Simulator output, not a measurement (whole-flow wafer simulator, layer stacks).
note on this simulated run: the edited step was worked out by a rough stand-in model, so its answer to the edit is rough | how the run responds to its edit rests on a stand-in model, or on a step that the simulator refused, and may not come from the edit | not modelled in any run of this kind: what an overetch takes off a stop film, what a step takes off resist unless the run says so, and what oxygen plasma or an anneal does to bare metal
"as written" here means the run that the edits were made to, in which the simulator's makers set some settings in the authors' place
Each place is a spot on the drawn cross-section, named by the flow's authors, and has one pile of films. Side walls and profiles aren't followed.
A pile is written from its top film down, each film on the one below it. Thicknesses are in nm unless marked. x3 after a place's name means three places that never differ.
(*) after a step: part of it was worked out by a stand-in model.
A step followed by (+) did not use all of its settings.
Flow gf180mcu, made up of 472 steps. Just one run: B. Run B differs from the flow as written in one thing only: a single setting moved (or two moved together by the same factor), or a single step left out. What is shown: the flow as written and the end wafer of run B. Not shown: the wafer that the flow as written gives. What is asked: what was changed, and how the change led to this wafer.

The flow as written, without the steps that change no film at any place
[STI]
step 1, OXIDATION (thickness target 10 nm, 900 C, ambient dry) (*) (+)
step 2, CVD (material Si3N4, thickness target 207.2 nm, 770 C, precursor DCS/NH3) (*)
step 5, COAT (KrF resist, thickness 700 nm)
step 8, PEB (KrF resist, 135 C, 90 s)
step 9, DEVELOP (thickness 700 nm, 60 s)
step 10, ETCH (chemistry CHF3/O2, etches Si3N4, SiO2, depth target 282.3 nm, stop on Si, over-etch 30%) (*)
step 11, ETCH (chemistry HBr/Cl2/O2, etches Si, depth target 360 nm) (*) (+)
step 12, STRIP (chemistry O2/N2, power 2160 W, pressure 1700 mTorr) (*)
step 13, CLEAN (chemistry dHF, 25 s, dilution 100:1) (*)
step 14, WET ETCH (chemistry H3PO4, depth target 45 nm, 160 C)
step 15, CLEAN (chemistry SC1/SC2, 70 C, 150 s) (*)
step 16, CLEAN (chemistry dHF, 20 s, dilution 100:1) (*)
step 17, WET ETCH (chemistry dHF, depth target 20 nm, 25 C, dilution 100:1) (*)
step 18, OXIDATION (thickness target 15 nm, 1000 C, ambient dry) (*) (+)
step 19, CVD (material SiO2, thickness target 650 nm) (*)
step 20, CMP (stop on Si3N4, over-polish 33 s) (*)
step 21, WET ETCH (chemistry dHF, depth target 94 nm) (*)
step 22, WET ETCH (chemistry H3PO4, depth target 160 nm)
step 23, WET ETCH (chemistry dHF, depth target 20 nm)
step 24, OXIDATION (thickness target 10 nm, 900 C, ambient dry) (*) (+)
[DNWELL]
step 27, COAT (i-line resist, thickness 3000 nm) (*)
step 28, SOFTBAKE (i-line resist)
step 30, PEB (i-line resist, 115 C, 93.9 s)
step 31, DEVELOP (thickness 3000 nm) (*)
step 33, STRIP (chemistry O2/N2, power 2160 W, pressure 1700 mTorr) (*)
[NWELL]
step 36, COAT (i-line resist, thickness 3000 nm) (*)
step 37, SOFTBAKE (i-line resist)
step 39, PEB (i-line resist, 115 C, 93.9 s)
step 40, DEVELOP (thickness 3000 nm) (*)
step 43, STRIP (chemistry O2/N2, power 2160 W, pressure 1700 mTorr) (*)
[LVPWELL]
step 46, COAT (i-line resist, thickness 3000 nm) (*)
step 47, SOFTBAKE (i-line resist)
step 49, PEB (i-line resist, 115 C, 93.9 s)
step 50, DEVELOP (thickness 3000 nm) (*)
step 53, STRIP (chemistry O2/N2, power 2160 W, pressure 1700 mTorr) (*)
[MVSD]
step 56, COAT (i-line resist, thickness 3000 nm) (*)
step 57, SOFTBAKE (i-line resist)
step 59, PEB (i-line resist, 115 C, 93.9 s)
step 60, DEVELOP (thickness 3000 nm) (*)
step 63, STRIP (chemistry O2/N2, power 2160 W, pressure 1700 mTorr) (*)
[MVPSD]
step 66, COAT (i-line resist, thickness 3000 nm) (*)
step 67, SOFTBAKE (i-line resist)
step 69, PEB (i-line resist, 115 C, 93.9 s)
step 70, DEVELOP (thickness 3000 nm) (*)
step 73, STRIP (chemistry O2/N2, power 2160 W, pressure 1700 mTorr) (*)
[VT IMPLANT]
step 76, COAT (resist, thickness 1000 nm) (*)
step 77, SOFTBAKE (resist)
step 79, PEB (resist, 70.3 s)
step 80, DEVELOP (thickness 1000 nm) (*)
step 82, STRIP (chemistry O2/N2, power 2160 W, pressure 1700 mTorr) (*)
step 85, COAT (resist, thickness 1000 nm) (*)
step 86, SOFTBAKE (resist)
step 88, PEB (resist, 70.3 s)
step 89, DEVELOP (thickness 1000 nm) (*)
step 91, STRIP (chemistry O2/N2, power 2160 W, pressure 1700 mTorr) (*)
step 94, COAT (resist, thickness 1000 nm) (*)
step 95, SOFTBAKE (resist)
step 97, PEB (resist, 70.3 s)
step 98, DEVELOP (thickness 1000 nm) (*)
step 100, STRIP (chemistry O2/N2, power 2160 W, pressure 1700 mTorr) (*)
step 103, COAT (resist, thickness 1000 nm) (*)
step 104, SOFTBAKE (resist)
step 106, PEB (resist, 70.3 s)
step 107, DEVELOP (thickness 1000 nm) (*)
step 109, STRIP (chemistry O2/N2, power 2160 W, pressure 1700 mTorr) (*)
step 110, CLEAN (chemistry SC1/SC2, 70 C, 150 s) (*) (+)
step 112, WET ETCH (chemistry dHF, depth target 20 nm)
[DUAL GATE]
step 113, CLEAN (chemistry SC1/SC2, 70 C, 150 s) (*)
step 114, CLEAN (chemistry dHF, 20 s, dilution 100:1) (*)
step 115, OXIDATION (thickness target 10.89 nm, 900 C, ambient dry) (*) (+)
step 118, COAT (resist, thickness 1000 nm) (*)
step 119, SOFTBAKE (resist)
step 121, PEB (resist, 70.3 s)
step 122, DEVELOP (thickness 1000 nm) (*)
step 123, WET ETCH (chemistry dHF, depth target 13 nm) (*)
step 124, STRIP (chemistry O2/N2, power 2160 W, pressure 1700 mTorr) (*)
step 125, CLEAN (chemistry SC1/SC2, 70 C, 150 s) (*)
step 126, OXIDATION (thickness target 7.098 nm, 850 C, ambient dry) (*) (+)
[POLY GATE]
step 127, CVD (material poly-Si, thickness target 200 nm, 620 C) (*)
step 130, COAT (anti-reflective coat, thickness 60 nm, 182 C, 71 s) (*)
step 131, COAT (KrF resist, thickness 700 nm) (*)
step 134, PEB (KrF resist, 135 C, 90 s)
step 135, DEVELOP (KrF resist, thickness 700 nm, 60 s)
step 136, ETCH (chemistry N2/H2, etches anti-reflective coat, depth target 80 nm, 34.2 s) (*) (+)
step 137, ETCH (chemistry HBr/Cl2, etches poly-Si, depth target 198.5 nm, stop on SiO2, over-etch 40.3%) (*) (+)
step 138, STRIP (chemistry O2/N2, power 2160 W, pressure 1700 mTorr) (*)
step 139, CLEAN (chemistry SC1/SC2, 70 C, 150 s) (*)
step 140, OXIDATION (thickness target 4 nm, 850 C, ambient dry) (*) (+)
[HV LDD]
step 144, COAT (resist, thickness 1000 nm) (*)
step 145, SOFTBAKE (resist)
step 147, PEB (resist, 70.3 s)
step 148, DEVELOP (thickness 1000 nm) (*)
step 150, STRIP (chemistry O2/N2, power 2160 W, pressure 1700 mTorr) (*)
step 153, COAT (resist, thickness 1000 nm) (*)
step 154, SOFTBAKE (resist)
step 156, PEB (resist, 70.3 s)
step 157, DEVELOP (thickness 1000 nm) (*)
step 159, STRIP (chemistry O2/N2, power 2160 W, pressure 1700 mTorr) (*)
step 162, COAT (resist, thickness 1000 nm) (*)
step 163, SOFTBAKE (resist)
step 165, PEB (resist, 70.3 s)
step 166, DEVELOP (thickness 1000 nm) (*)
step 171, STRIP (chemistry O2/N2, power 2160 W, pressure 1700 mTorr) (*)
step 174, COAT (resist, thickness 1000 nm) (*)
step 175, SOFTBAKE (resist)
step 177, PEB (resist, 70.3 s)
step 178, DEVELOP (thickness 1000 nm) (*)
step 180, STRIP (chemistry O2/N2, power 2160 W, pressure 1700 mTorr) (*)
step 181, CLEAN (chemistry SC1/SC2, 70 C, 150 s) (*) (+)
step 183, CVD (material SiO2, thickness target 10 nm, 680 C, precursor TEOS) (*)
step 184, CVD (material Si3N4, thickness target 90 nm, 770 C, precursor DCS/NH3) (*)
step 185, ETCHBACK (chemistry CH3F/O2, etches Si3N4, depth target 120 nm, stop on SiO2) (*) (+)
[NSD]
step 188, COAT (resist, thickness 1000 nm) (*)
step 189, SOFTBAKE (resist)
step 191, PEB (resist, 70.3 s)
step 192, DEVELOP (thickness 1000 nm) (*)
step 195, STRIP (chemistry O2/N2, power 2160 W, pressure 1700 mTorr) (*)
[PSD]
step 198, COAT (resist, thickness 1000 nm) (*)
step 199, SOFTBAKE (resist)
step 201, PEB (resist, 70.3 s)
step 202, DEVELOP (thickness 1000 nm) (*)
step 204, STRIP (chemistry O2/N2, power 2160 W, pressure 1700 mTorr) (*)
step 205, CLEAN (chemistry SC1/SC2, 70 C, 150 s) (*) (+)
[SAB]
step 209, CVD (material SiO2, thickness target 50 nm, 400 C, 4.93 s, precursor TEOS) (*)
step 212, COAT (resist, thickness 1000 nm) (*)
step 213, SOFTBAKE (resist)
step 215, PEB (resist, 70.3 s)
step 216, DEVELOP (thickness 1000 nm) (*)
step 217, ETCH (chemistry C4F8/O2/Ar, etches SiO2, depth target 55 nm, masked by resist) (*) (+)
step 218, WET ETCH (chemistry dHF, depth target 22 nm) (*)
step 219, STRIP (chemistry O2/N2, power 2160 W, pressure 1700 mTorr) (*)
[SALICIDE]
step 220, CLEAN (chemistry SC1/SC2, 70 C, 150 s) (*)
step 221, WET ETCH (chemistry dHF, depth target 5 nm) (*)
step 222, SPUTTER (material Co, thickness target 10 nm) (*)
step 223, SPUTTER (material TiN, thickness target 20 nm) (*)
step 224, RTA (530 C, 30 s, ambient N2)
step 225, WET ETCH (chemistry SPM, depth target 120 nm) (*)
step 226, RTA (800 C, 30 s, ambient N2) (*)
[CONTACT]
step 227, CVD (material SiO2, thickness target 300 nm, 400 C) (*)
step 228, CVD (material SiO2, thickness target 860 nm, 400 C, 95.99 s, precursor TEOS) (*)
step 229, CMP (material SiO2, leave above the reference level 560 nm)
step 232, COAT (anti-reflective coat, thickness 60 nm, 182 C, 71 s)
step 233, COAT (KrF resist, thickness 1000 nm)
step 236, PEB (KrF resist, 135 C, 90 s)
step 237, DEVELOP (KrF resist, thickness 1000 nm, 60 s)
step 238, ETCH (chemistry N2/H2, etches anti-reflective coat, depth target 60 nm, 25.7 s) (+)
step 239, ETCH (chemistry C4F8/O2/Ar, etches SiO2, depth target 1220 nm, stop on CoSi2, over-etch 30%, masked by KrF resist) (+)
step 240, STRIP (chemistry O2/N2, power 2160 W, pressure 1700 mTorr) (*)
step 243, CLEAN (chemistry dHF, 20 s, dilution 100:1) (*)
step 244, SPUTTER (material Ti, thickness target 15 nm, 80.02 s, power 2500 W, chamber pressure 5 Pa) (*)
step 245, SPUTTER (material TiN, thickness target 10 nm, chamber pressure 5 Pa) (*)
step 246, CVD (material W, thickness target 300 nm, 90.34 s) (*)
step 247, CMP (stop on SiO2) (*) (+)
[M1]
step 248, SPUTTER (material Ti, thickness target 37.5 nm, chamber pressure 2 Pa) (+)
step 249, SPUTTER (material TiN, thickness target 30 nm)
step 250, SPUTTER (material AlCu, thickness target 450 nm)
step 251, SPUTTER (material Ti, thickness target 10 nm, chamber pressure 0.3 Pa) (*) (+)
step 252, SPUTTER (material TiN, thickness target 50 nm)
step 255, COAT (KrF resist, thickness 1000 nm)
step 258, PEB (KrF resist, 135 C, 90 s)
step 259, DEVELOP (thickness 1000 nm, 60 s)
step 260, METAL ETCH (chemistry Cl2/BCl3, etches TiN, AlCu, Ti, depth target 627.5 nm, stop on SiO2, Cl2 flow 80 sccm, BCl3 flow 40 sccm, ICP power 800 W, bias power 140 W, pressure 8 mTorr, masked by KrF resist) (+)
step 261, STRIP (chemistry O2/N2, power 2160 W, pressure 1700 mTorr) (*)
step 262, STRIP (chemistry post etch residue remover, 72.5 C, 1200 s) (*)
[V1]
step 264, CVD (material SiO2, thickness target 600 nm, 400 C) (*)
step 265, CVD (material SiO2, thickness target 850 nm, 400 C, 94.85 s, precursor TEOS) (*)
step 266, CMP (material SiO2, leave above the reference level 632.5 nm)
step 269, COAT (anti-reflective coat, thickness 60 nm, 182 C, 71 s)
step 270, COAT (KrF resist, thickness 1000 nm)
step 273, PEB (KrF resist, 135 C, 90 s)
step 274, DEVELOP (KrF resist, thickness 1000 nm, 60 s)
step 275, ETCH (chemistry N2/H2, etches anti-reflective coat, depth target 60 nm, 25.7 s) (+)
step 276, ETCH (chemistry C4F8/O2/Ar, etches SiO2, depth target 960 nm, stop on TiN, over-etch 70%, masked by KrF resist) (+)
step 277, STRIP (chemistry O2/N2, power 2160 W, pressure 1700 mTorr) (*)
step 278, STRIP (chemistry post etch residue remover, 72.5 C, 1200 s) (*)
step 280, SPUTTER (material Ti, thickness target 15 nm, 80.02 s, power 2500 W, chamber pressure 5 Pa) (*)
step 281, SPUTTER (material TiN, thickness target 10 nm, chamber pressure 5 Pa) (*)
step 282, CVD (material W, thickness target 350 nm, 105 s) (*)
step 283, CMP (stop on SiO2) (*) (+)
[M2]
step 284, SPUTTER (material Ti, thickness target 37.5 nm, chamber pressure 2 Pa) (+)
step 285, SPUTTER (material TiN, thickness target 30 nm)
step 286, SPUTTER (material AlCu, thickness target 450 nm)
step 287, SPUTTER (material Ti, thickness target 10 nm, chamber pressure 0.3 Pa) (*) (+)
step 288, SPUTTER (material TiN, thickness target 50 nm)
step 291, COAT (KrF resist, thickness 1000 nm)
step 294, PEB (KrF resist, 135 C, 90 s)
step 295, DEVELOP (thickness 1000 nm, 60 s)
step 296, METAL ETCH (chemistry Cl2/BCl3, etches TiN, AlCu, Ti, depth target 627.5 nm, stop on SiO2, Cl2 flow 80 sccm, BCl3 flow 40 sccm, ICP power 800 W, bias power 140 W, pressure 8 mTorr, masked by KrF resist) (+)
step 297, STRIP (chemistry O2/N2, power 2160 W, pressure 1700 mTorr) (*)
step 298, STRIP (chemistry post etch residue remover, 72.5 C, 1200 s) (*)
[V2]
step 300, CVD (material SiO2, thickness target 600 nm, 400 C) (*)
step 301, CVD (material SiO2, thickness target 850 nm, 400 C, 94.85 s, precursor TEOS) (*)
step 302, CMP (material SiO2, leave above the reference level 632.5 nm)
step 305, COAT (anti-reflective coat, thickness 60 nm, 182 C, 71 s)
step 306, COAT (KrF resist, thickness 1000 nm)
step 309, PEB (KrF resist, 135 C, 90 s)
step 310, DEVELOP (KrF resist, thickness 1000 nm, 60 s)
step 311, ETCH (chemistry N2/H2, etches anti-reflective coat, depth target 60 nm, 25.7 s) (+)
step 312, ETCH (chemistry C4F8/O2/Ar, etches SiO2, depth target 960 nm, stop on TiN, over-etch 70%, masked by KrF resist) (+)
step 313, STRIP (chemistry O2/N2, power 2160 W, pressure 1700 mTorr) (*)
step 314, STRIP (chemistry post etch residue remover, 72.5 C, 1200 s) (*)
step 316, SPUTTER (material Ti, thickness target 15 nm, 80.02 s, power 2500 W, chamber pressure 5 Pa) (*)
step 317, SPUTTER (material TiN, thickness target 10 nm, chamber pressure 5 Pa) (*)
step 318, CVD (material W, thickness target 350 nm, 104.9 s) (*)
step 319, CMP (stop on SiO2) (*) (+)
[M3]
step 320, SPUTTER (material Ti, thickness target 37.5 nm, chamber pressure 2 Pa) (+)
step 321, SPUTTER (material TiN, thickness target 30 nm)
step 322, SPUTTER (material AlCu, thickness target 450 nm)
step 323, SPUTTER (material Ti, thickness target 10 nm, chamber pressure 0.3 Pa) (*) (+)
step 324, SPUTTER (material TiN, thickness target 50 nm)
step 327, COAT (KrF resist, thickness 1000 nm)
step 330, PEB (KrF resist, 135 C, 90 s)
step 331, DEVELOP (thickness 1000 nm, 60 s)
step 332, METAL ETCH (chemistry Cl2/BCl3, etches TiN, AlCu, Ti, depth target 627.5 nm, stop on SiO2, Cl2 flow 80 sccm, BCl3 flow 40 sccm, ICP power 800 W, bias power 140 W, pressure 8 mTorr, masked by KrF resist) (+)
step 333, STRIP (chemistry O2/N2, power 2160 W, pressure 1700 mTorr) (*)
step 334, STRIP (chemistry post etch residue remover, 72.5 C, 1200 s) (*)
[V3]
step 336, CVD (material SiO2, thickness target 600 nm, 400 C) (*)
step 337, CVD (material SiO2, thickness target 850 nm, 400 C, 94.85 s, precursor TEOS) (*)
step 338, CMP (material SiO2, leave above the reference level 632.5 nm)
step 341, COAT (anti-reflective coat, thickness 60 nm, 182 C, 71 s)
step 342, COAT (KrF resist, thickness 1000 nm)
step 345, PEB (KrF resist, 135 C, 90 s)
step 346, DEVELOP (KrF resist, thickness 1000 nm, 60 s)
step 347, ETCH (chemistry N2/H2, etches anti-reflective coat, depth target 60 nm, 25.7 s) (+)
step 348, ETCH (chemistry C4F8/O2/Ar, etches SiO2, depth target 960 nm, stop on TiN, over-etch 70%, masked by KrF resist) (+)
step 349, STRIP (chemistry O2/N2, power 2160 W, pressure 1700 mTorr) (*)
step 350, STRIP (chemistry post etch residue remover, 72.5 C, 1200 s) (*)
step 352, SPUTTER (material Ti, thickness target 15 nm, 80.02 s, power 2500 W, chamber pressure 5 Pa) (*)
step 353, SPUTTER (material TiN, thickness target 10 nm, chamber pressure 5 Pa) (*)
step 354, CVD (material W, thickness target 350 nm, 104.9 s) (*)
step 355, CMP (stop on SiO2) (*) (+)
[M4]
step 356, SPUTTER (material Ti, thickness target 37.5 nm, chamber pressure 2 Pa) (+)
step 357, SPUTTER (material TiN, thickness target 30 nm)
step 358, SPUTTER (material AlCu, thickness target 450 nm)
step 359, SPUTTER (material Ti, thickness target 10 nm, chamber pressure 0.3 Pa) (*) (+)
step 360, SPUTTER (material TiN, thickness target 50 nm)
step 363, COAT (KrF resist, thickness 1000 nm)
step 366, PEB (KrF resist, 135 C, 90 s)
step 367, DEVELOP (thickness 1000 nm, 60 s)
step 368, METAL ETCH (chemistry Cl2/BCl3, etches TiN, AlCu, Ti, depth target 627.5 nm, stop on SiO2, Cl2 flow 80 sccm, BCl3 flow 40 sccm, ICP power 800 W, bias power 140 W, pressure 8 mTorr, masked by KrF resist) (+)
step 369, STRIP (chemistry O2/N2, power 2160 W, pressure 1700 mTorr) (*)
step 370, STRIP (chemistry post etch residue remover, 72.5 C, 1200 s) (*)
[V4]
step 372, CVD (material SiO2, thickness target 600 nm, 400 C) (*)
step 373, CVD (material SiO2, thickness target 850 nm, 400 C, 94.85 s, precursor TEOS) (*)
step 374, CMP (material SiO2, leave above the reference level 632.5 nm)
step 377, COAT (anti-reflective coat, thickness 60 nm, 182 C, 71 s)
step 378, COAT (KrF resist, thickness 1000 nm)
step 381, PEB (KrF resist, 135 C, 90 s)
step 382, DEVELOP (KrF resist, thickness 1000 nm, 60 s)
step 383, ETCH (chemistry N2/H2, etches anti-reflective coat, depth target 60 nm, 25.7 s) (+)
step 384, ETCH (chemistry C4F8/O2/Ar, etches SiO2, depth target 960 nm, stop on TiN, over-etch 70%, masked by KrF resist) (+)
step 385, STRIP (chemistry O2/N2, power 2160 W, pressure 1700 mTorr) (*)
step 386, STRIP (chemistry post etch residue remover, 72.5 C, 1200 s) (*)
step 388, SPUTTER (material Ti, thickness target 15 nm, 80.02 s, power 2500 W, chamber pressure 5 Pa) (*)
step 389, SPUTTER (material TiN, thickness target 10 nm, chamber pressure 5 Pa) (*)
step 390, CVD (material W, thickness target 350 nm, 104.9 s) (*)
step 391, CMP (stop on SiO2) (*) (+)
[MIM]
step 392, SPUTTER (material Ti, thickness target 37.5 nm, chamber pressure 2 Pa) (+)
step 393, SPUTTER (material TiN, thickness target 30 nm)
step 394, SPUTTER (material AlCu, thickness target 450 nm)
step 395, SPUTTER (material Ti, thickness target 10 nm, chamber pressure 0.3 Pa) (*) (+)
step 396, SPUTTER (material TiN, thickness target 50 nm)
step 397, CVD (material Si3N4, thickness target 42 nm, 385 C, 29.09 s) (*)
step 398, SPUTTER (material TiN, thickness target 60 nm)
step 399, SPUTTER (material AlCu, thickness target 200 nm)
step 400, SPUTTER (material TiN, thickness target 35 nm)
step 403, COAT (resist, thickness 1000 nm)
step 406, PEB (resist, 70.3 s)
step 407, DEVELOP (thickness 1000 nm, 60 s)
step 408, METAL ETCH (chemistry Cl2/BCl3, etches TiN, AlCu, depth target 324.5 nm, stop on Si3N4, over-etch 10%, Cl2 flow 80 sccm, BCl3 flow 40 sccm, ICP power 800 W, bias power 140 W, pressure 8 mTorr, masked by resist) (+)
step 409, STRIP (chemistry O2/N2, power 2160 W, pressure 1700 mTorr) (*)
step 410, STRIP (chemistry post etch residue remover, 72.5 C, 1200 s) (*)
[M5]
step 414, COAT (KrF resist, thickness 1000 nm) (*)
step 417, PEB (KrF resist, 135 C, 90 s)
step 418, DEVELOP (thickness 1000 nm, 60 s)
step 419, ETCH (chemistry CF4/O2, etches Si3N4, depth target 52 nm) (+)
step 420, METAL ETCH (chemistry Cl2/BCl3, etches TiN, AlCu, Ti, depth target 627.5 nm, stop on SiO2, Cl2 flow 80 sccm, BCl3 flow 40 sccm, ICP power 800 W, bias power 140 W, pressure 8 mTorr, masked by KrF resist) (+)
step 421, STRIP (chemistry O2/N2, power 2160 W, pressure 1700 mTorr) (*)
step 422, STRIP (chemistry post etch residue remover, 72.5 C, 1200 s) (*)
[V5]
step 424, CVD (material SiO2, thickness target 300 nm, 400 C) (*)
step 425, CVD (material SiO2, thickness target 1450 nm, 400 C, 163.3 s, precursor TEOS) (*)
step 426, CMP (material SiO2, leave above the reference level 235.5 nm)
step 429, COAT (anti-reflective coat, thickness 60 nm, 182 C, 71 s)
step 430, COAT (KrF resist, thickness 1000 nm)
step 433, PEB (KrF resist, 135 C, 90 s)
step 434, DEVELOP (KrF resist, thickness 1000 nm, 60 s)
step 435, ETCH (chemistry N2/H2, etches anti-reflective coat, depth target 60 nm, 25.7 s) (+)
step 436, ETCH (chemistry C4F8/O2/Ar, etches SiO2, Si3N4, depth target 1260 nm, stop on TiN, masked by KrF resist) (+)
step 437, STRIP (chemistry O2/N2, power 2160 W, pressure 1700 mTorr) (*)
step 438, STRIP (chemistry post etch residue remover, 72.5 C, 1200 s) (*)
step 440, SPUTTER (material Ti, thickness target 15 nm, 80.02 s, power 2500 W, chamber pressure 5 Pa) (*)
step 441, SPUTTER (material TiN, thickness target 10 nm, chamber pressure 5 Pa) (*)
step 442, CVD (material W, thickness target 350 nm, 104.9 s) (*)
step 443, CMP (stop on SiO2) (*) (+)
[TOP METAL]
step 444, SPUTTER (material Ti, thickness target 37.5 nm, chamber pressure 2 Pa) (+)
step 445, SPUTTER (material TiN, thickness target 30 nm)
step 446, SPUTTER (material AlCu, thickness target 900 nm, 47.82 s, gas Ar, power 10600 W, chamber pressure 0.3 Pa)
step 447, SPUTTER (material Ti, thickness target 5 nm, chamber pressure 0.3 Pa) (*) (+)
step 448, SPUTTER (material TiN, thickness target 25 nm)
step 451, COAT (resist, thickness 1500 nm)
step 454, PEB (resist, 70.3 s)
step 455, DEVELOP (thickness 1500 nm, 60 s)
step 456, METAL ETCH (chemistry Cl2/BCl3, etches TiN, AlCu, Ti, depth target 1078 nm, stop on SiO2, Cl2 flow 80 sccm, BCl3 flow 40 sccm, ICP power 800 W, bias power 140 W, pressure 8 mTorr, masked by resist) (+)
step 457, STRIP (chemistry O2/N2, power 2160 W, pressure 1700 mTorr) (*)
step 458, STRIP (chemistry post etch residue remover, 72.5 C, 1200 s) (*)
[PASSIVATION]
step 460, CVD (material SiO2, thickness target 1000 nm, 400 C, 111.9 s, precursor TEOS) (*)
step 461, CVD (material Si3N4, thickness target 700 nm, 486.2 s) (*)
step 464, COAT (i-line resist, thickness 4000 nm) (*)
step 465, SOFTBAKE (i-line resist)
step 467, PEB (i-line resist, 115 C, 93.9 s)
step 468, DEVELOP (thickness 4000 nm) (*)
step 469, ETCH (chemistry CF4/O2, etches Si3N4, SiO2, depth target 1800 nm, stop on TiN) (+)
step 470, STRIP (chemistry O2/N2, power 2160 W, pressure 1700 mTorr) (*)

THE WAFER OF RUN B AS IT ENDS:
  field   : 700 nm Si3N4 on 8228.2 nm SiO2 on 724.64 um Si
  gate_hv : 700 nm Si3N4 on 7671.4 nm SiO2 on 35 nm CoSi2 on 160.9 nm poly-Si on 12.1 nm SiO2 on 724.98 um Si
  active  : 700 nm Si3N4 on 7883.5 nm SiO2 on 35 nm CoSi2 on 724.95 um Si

The reason: step 115, OXIDATION: thickness target 8.437 nm was run, though the flow has thickness target 10.89 nm.

Step by step, how the change led to this:
  step 115, OXIDATION (thickness target 10.89 nm, 900 C, ambient dry) (*) (+)
      active, n_well, p_well and 40 more: +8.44 SiO2 (new film), -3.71 Si (as written it would have been: +10.9 SiO2 (new film), -4.79 Si)
  step 123, WET ETCH (chemistry dHF, depth target 13 nm) (*)
      active, n_well, p_well and 12 more: -8.44 SiO2 (all of it) (as written it would have been: -10.9 SiO2 (all of it))
  step 189, SOFTBAKE (resist)
      active_hv: -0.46 resist (as written it would have been: +2.68 resist)
      nw_enc_fld_lv__w3: -1.64 resist (as written it would have been: +2.11 resist)
      (also at 1 further place)
  step 199, SOFTBAKE (resist)
      active_hv: -0.46 resist (as written it would have been: +2.68 resist)
      nw_enc_fld_lv__w3: -1.64 resist (as written it would have been: +2.11 resist)
      (also at 1 further place)
  step 218, WET ETCH (chemistry dHF, depth target 22 nm) (*)
      ldn_tap, ldn_src, ldn_drn, ldp_tap, ldp_src, ldp_drn, ldp_gr: -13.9 SiO2 (all of it) (as written it would have been: -16 SiO2 (all of it))
      ld_drn_n, ld_sd_p: -12.7 SiO2 (all of it) (as written it would have been: -14.8 SiO2 (all of it))
      (also at 5 further places)
  step 223, SPUTTER (material TiN, thickness target 20 nm) (*)
      field__w12: +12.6 TiN (new film) (as written it would have been: +12 TiN (new film))
  step 225, WET ETCH (chemistry SPM, depth target 120 nm) (*)
      field__w12: -12.6 TiN (all of it), -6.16 Co (all of it) (as written it would have been: -12 TiN (all of it), -6.15 Co (all of it))
